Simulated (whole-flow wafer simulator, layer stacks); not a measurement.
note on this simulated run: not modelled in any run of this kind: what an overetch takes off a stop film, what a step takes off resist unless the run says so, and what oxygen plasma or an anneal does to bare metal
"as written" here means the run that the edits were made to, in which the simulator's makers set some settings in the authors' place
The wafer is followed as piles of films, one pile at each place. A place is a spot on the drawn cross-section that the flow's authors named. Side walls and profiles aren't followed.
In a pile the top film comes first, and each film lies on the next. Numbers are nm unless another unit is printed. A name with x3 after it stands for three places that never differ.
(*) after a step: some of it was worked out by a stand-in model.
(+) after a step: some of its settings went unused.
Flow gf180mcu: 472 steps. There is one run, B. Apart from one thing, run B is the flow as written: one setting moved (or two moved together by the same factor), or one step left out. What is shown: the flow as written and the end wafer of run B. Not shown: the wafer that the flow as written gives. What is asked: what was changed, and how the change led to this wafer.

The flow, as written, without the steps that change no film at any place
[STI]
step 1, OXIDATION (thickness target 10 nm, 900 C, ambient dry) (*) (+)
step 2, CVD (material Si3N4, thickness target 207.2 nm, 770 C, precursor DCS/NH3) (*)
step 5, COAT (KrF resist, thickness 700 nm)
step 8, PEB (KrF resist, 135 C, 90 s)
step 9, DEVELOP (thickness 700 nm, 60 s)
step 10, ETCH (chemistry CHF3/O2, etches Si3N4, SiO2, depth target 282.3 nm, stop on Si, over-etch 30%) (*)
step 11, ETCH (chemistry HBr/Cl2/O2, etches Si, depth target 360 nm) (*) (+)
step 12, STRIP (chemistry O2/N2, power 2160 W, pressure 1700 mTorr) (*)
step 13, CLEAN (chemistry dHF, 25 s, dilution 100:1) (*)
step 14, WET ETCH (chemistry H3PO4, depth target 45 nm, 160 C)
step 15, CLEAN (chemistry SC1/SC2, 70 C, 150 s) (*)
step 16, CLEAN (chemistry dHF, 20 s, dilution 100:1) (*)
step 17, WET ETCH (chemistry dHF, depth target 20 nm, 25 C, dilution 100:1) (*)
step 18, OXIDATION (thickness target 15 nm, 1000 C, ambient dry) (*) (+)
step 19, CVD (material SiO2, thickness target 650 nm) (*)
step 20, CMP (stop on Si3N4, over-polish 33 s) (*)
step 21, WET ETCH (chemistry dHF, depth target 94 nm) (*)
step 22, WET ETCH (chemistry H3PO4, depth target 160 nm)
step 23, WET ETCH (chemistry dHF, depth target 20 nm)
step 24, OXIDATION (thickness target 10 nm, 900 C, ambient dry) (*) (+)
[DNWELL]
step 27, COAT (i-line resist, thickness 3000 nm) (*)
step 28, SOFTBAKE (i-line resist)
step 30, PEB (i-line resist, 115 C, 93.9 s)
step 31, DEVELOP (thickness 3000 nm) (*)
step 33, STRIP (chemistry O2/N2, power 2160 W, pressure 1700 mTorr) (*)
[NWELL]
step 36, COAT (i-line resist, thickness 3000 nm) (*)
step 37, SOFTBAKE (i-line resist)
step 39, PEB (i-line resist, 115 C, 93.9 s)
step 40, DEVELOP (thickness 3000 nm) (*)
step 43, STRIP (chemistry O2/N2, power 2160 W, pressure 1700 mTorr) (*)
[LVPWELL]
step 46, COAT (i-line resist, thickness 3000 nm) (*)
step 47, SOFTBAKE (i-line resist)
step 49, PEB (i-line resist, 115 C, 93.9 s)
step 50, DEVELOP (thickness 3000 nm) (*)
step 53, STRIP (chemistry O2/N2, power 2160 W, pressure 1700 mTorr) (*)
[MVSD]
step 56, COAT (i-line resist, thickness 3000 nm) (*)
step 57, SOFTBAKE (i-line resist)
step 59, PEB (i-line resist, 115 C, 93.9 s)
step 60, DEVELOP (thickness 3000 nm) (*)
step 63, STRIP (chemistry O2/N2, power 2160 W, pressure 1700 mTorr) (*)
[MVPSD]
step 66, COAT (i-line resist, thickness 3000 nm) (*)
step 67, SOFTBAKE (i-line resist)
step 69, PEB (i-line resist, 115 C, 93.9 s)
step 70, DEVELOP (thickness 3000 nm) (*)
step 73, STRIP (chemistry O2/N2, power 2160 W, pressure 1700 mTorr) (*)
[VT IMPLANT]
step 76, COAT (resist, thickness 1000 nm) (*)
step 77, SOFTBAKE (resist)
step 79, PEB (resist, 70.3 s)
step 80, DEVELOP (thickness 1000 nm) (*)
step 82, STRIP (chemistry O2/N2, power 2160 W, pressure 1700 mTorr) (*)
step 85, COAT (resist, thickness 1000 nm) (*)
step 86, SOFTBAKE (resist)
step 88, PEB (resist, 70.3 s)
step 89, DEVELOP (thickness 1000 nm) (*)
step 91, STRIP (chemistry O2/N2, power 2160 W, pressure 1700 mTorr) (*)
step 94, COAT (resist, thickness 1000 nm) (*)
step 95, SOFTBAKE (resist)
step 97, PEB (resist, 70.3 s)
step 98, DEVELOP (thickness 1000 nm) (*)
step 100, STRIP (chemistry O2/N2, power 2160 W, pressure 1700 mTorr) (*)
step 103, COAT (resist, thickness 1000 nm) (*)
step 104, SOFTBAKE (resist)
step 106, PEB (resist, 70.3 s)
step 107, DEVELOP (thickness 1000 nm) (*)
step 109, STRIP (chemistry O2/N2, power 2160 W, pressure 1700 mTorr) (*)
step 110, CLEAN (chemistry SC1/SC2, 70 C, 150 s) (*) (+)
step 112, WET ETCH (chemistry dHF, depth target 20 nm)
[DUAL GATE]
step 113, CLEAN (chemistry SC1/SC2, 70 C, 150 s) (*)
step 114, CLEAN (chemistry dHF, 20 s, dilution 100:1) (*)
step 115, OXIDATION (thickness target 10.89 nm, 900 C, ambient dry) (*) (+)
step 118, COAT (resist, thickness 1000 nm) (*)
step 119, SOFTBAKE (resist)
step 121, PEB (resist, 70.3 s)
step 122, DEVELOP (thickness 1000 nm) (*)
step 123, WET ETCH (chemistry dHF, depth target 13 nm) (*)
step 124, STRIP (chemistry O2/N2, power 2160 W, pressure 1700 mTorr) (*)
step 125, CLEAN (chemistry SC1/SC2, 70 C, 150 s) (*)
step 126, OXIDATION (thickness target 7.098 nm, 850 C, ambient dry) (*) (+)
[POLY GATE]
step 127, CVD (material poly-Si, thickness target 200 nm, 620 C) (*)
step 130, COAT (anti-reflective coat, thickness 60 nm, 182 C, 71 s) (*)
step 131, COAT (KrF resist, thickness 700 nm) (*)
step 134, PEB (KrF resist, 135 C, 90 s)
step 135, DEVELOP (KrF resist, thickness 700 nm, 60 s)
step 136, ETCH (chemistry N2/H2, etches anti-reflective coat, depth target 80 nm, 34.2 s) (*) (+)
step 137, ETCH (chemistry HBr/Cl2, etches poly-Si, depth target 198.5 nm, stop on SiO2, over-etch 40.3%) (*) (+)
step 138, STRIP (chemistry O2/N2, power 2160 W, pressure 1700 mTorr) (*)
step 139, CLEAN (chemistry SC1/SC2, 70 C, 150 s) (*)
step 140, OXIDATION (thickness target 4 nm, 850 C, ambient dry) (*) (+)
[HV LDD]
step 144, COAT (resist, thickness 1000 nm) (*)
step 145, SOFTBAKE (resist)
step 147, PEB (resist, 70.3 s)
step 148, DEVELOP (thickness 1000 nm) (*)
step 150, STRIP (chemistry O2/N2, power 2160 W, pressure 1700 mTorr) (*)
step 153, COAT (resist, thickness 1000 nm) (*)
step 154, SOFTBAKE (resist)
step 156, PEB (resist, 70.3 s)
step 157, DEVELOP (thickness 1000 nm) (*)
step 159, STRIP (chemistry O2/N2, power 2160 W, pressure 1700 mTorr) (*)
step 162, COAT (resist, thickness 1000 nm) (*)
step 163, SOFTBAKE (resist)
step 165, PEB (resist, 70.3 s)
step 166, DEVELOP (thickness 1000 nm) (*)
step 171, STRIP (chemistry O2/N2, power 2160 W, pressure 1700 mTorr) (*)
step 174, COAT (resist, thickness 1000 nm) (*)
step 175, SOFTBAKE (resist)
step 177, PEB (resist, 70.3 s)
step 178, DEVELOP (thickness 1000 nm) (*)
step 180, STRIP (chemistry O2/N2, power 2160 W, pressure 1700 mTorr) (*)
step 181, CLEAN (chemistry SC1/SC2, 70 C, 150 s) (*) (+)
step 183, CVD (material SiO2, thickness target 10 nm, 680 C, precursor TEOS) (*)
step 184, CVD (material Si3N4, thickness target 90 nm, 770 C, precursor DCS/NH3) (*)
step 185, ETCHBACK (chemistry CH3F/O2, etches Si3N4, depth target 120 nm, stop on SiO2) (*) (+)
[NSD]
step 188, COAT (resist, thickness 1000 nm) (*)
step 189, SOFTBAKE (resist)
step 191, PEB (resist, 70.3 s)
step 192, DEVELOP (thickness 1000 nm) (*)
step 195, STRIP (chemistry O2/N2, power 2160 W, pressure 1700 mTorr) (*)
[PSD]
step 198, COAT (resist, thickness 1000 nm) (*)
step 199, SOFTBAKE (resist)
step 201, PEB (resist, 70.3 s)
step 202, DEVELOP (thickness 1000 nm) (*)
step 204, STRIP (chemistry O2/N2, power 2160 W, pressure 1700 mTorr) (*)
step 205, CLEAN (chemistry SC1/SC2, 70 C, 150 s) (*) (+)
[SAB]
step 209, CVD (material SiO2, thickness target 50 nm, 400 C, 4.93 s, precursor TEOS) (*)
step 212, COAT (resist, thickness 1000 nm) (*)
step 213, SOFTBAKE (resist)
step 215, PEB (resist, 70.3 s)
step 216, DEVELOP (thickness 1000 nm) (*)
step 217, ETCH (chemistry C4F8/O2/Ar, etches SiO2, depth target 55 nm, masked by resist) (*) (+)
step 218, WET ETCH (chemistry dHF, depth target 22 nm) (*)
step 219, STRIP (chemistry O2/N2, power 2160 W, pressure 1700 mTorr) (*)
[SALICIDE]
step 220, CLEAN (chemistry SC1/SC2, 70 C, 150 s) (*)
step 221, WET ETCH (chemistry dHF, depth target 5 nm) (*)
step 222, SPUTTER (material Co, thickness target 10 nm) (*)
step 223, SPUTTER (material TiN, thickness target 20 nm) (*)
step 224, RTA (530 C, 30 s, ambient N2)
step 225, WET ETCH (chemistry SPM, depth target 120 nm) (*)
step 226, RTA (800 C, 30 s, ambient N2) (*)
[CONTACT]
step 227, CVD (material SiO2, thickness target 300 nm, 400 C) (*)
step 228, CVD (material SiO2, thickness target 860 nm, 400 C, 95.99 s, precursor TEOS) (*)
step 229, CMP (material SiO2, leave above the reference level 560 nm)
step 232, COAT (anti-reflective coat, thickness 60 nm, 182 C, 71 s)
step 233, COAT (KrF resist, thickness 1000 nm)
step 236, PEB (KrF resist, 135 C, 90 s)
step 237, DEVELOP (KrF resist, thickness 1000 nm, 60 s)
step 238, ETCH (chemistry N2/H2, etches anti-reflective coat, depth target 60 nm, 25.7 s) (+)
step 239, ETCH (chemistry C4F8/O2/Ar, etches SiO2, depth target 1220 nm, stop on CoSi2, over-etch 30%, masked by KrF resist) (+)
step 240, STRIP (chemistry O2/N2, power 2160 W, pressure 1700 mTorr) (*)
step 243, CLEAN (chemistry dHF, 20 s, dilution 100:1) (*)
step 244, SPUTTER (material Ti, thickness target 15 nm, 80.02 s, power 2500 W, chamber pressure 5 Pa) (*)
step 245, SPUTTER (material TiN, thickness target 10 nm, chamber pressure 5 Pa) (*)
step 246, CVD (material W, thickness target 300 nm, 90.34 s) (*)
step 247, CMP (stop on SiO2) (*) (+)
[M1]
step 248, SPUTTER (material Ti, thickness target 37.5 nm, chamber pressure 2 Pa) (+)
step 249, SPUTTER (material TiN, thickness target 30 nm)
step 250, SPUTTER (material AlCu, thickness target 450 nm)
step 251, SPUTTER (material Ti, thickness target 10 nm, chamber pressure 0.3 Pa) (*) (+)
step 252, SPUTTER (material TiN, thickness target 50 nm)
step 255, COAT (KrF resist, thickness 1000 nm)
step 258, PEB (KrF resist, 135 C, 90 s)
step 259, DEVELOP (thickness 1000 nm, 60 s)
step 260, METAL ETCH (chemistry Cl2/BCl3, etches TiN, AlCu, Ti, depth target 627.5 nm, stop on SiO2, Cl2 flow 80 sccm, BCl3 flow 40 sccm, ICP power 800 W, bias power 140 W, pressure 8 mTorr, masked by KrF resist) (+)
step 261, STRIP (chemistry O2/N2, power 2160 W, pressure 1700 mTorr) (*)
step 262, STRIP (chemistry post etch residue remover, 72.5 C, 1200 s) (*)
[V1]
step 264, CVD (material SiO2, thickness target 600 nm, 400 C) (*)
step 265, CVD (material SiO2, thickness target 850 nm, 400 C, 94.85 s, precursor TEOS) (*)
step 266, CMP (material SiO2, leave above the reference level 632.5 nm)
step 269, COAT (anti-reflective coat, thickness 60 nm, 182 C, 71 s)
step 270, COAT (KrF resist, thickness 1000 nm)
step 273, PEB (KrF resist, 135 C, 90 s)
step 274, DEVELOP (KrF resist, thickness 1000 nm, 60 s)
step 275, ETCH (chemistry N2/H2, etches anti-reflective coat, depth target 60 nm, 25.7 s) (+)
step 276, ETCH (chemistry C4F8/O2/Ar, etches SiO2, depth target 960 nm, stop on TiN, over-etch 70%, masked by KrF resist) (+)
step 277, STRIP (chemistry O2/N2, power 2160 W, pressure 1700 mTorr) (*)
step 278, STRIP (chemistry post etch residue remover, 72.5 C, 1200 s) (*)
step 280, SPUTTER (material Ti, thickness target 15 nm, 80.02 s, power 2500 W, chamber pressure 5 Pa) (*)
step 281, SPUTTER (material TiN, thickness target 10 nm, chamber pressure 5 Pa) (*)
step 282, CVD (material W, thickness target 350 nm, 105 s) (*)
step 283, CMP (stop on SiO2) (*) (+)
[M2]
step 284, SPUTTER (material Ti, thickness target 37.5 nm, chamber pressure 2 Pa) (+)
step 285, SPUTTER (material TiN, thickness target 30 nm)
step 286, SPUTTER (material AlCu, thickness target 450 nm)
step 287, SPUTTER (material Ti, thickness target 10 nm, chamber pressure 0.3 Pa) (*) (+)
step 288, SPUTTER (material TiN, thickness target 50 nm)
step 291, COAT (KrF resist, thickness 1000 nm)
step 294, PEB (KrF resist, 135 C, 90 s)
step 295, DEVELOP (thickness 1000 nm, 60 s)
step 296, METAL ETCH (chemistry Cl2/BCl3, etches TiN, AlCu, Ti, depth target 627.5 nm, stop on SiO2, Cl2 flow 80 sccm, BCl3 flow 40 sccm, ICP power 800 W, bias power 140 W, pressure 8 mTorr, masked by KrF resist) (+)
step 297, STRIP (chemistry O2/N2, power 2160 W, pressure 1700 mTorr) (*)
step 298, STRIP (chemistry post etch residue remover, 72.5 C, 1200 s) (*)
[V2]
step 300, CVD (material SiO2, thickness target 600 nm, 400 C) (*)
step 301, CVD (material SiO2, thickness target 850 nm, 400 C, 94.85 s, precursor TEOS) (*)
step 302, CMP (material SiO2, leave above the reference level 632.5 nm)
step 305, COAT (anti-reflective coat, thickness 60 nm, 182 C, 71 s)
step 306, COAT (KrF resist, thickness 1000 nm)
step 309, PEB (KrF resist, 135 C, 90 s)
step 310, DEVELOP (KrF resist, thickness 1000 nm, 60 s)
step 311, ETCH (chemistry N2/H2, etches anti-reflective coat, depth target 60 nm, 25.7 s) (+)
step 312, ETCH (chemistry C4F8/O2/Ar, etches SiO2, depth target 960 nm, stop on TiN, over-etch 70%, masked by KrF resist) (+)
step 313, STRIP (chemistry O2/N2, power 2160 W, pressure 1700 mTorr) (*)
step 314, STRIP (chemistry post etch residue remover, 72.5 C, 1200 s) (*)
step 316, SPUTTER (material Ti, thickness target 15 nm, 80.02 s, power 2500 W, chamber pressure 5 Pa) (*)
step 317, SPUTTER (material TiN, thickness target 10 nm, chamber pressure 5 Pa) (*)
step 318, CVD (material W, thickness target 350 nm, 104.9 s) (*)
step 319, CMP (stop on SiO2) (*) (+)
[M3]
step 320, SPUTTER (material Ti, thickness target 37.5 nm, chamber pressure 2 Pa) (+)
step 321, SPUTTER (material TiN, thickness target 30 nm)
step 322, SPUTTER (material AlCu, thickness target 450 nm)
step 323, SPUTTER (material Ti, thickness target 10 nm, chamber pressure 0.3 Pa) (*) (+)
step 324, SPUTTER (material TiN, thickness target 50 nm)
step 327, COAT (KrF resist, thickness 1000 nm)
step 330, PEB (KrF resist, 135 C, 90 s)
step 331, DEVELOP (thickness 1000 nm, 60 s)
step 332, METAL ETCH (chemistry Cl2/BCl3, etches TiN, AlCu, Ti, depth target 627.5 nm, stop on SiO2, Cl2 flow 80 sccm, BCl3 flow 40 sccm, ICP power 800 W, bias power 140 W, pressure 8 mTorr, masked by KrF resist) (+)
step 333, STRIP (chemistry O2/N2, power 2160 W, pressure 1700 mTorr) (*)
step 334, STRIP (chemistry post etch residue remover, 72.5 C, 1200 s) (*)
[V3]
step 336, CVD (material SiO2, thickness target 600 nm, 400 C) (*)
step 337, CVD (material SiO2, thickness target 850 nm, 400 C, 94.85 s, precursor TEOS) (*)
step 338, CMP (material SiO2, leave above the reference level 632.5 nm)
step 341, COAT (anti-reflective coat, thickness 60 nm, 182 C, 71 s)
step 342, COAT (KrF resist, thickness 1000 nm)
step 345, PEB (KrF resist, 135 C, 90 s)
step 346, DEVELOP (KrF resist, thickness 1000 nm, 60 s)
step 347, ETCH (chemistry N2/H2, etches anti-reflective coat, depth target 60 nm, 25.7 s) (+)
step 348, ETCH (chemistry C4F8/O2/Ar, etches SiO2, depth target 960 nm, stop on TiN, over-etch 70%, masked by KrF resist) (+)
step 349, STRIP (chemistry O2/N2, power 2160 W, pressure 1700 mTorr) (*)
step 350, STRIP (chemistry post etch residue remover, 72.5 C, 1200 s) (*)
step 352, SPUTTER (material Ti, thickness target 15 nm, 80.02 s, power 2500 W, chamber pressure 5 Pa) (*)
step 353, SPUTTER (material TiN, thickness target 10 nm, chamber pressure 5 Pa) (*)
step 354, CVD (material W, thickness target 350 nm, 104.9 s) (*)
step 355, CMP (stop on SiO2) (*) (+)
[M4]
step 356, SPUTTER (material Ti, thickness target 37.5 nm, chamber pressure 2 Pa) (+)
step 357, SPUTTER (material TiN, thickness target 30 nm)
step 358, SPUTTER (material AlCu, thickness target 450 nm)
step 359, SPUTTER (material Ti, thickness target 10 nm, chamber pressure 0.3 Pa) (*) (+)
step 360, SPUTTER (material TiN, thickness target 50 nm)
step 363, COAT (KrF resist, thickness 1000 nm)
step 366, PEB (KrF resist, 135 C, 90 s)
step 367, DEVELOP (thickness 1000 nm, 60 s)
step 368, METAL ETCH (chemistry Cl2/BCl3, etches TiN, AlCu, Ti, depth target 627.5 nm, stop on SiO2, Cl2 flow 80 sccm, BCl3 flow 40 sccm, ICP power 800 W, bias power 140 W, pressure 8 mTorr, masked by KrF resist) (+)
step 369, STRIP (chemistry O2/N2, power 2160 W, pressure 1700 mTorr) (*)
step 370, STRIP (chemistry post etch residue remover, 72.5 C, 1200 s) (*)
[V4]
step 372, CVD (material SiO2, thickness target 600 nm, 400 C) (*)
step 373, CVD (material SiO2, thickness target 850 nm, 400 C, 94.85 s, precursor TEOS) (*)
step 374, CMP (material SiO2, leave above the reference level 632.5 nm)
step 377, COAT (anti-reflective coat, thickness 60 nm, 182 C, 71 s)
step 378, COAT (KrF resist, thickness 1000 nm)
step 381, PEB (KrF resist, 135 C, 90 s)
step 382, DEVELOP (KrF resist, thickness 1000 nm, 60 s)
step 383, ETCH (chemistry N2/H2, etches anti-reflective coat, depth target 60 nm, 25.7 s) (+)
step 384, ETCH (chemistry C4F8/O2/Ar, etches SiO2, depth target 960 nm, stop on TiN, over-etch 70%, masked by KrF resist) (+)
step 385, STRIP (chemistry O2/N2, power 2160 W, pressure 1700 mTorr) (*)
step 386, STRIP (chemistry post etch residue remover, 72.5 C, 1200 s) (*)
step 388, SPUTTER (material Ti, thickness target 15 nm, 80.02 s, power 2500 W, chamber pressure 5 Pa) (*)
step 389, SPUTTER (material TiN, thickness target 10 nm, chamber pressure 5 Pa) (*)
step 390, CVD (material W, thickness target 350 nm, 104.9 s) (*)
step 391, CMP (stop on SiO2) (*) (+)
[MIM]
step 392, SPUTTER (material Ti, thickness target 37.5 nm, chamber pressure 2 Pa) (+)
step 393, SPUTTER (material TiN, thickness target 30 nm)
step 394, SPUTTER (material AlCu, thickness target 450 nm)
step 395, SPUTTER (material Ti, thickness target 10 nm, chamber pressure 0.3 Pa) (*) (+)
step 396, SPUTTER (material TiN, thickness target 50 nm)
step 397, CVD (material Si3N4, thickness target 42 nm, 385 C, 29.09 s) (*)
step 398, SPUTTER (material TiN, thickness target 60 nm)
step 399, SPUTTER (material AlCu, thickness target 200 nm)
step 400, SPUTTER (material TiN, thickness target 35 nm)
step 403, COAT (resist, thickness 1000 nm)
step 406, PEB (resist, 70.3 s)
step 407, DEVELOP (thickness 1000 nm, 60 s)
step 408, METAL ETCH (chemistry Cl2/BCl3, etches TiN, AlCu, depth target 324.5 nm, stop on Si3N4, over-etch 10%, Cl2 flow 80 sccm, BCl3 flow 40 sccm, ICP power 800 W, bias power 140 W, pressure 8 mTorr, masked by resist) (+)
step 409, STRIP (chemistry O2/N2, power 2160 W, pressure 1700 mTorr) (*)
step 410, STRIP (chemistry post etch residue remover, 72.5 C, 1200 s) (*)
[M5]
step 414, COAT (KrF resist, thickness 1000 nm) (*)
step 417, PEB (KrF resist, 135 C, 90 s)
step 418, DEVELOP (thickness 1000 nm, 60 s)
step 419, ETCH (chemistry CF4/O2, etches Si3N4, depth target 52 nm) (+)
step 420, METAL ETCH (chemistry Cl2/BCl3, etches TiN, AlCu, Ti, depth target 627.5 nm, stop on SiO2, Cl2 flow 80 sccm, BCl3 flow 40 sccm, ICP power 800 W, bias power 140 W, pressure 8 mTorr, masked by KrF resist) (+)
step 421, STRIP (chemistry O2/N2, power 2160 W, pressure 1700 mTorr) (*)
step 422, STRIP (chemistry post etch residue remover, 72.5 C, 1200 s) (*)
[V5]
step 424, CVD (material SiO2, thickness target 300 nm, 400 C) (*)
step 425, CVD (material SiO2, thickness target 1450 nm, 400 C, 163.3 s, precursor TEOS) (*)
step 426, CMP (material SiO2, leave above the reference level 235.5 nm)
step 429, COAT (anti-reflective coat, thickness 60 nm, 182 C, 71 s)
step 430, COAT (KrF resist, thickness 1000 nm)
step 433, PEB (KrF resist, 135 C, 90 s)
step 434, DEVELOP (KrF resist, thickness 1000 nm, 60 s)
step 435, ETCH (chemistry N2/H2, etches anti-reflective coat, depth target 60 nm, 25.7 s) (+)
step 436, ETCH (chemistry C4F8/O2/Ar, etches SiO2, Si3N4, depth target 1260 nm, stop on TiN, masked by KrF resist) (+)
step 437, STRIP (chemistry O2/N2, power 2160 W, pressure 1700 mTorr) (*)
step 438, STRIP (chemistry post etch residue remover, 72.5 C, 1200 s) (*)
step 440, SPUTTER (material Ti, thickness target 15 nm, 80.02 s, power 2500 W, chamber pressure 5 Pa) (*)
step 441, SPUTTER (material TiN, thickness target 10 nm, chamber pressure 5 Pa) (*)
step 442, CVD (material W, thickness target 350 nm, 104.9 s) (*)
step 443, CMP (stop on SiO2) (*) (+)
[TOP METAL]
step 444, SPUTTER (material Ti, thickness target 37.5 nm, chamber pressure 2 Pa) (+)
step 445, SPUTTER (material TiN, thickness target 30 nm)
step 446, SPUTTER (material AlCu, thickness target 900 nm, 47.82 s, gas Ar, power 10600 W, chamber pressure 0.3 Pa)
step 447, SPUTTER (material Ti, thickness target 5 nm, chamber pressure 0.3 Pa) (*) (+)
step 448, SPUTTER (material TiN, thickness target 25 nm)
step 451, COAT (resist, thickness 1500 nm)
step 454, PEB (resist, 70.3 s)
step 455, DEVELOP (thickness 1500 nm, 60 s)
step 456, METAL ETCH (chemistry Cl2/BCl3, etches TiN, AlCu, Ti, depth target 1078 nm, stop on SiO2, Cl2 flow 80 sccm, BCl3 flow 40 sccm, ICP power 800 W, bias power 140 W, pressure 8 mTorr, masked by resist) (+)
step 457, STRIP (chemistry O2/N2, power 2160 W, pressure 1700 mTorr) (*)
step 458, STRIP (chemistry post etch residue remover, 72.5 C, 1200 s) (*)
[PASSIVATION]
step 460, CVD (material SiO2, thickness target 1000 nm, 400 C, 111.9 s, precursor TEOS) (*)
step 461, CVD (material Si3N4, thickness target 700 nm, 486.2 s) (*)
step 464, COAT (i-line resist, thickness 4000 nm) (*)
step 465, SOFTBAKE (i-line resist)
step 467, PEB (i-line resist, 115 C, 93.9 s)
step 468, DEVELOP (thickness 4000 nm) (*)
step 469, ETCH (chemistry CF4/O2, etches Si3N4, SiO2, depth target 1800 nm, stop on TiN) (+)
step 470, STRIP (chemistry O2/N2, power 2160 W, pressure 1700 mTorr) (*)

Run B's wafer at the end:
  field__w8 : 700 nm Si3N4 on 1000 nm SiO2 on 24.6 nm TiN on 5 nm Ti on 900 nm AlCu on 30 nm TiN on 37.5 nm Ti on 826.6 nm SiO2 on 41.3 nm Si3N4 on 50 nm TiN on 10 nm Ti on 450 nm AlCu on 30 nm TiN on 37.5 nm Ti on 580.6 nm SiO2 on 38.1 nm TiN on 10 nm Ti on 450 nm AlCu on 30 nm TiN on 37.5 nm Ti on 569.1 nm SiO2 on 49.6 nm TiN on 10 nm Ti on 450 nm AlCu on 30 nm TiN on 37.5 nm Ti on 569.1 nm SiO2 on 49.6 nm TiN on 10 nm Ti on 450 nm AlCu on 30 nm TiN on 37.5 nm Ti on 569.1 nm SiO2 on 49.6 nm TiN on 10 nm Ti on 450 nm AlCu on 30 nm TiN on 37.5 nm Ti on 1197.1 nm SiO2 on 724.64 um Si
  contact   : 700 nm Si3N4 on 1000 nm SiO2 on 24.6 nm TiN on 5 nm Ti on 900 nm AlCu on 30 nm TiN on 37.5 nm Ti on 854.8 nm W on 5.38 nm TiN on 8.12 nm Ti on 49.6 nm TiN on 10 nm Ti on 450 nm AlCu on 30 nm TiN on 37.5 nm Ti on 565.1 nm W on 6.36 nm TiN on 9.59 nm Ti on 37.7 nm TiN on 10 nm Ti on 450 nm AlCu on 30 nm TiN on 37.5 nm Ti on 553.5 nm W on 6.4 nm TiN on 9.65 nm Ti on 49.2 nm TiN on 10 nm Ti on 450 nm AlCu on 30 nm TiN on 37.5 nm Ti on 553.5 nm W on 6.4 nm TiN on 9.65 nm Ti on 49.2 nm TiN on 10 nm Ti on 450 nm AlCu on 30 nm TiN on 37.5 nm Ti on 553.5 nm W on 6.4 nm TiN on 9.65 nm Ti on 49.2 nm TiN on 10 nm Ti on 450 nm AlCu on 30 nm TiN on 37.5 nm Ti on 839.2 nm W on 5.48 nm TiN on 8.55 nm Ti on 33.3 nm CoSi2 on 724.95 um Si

What caused this: step 360, SPUTTER: thickness target 38.5 nm was run, while the flow as written has thickness target 50 nm.

The path from the change to this, step by step:
  step 360, SPUTTER (material TiN, thickness target 50 nm)
      field, field__w1, field__w2 and 108 more: +38.5 TiN (new film) (it would be, as written: +50 TiN (new film))
  step 368, METAL ETCH (chemistry Cl2/BCl3, etches TiN, AlCu, Ti, depth target 627.5 nm, stop on SiO2, Cl2 flow 80 sccm, BCl3 flow 40 sccm, ICP power 800 W, bias power 140 W, pressure 8 mTorr, masked by KrF resist) (+)
      field, field__w1, field__w2 and 103 more: -38.5 TiN (all of it), -10 Ti (all of it), -450 AlCu (all of it), -30 TiN (all of it), -37.5 Ti (all of it) (it would be, as written: -50 TiN (all of it), -10 Ti (all of it), -450 AlCu (all of it), -30 TiN (all of it), -37.5 Ti (all of it))
